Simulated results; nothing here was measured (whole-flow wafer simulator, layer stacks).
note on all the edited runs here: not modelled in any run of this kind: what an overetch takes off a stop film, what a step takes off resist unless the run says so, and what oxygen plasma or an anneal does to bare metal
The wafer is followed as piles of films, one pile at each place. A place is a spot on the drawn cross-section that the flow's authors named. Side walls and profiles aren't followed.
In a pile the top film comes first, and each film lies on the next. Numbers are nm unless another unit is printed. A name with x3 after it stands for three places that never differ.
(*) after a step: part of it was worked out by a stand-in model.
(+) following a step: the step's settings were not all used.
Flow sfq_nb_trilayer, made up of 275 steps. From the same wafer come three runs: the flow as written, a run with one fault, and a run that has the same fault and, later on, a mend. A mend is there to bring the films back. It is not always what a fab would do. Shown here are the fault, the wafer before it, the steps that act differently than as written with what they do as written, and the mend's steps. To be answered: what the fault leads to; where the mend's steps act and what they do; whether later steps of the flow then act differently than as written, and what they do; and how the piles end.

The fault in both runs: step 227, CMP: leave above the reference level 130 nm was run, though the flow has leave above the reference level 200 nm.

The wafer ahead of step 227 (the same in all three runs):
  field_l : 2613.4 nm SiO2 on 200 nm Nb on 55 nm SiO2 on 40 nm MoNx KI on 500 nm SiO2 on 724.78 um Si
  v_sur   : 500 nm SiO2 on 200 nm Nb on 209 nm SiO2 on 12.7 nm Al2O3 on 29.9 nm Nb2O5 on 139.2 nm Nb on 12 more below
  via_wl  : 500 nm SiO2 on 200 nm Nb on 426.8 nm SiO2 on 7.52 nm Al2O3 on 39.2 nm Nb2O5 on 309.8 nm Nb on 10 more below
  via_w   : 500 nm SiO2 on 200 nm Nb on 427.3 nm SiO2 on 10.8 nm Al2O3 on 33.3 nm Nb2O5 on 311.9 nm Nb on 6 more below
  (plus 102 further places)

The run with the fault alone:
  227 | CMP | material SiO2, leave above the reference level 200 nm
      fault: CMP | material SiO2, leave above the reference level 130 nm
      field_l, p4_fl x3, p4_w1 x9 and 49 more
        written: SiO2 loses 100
        fault: SiO2 loses 170
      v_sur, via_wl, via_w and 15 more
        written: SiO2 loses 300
        fault: SiO2 loses 370
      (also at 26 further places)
  Later steps of the flow acting differently than as written (not shown: 3 more steps that differ only slightly, by at most 2% or 0.5 nm, whichever is larger):
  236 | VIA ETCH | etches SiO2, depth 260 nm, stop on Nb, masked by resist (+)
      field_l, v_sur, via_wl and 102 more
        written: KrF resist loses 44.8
        fault: KrF resist loses 33.6
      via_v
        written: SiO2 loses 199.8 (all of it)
        fault: SiO2 loses 129.8 (all of it)
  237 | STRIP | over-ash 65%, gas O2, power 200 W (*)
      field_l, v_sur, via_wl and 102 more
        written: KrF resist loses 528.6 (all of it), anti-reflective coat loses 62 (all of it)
        fault: KrF resist loses 539.9 (all of it), anti-reflective coat loses 62 (all of it)
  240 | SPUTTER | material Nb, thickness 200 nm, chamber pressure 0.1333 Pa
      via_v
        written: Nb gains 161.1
        fault: Nb gains 178.2
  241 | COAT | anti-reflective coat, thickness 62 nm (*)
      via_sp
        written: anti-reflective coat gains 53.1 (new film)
        fault: anti-reflective coat gains 54.3 (new film)
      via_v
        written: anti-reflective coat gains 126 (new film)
        fault: anti-reflective coat gains 109.2 (new film)
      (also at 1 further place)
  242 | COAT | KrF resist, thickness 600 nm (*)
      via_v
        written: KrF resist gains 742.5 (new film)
        fault: KrF resist gains 683.8 (new film)
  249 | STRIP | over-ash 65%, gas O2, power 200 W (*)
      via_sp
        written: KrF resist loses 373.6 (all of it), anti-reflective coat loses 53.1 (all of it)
        fault: KrF resist loses 378.5 (all of it), anti-reflective coat loses 54.3 (all of it)
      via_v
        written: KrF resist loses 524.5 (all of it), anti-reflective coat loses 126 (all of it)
        fault: KrF resist loses 466 (all of it), anti-reflective coat loses 109.2 (all of it)
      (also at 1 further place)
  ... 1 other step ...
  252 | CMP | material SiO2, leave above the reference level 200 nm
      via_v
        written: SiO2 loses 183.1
        fault: SiO2 loses 157.1
  By the end, the piles at field_l, v_sur, via_wl and 103 more depart from the flow's by more than 2% or 0.5 nm, whichever is larger.
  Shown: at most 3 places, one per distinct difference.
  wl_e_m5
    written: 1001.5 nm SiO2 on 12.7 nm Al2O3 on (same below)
    fault: 931.5 nm SiO2 on 12.7 nm Al2O3 on (same below)
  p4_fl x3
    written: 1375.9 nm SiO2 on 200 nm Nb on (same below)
    fault: 1305.9 nm SiO2 on 200 nm Nb on (same below)
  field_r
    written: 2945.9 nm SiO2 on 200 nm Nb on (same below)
    fault: 2875.9 nm SiO2 on 200 nm Nb on (same below)

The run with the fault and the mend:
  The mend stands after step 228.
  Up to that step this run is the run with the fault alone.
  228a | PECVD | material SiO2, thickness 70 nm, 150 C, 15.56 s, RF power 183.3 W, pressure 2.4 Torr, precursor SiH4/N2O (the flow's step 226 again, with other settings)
      field_l, v_sur, via_wl and 103 more
        SiO2 gains 70
  None of the later steps of the flow differs from how it acts as written, at any place that is followed, by more than 2% or 0.5 nm, whichever is larger.
  The piles end the same as the flow's at every place that both follow.
